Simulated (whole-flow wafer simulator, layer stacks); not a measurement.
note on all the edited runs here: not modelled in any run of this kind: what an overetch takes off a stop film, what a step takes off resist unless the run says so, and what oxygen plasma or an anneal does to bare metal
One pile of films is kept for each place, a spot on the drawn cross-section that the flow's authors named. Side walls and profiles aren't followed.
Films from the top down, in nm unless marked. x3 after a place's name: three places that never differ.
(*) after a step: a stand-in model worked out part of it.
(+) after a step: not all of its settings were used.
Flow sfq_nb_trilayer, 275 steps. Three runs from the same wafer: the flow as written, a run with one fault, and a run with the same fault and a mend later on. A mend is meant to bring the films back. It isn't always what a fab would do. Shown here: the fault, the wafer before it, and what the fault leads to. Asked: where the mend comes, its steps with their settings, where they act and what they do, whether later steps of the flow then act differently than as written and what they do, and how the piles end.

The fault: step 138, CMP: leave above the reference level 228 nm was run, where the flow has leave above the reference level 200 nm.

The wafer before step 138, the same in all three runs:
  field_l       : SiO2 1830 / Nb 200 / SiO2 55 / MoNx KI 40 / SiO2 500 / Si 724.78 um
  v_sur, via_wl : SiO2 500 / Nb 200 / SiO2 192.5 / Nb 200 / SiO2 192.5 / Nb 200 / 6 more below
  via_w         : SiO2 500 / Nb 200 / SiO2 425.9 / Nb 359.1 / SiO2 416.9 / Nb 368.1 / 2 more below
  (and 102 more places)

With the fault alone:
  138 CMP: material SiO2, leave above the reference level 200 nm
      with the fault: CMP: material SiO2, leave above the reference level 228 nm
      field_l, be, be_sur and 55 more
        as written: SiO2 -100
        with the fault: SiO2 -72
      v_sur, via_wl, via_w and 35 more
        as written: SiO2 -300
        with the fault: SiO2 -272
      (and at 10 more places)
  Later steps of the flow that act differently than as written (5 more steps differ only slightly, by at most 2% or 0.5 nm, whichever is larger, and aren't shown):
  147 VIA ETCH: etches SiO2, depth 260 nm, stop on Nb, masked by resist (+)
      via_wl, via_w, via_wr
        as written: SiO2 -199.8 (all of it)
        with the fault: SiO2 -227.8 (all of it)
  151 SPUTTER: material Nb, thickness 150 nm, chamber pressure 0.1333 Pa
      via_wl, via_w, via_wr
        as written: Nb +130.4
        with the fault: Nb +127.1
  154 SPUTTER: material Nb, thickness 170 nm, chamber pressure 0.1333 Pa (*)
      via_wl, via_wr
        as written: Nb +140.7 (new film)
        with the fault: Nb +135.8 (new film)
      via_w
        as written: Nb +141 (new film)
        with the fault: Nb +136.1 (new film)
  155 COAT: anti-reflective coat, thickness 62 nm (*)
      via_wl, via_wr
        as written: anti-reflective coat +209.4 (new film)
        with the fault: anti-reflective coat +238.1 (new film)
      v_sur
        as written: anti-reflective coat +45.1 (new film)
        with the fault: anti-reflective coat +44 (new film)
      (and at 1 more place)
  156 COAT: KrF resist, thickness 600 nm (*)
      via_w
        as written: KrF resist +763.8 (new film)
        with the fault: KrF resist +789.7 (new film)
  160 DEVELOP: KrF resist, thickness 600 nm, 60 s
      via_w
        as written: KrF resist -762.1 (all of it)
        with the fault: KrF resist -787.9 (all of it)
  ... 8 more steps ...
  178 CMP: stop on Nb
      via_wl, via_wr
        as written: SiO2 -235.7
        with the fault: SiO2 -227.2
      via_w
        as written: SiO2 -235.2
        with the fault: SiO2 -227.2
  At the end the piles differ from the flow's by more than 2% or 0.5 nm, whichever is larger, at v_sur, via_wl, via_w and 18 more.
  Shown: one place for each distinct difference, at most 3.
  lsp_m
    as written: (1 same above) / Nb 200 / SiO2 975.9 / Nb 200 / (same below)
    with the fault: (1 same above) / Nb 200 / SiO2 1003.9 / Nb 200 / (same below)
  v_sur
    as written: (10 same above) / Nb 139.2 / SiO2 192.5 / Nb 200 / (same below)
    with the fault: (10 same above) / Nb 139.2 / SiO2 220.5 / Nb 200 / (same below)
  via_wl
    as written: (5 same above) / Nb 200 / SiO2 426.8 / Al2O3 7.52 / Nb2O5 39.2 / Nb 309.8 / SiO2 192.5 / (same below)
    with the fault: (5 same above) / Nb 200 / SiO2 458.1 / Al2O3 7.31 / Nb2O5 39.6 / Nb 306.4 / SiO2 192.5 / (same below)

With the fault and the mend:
  The mend comes after step 145.
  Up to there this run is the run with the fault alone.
  145a STRIP: over-ash 65%, gas O2, power 200 W (*)
      field_l, v_sur, via_sp and 100 more
        KrF resist -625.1 (all of it), anti-reflective coat -62 (all of it)
      via_wl, via_w, via_wr
        anti-reflective coat -62 (all of it)
  145b CMP: material SiO2, leave above the reference level 200 nm (the flow's step 138 once more)
      field_l, v_sur, via_wl and 103 more
        SiO2 -28
  145c COAT: anti-reflective coat, thickness 62 nm (the flow's step 140 once more)
      field_l, v_sur, via_wl and 103 more
        anti-reflective coat +62 (new film)
  145d COAT: KrF resist, thickness 650 nm (the flow's step 141 once more)
      field_l, v_sur, via_wl and 103 more
        KrF resist +650 (new film)
  145e SOFTBAKE: KrF resist (the flow's step 142 once more)
      changes no film at any place that is followed
  145f EXPOSE: photomask I4, dose 11.93 mJ/cm2, NA 0.6, wavelength 248 nm (*) (the flow's step 143 once more)
      changes no film at any place that is followed
  145g PEB: KrF resist, 90 s (the flow's step 144 once more)
      field_l, v_sur, via_wl and 103 more
        KrF resist -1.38
  145h DEVELOP: KrF resist, thickness 650 nm, 60 s (the flow's step 145 once more)
      field_l, v_sur, via_sp and 100 more
        KrF resist -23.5
      via_wl, via_w, via_wr
        KrF resist -648.6 (all of it)
  No later step of the flow acts differently than as written at any place that is followed.
  At the end the piles are the same as the flow's at every place that both follow.
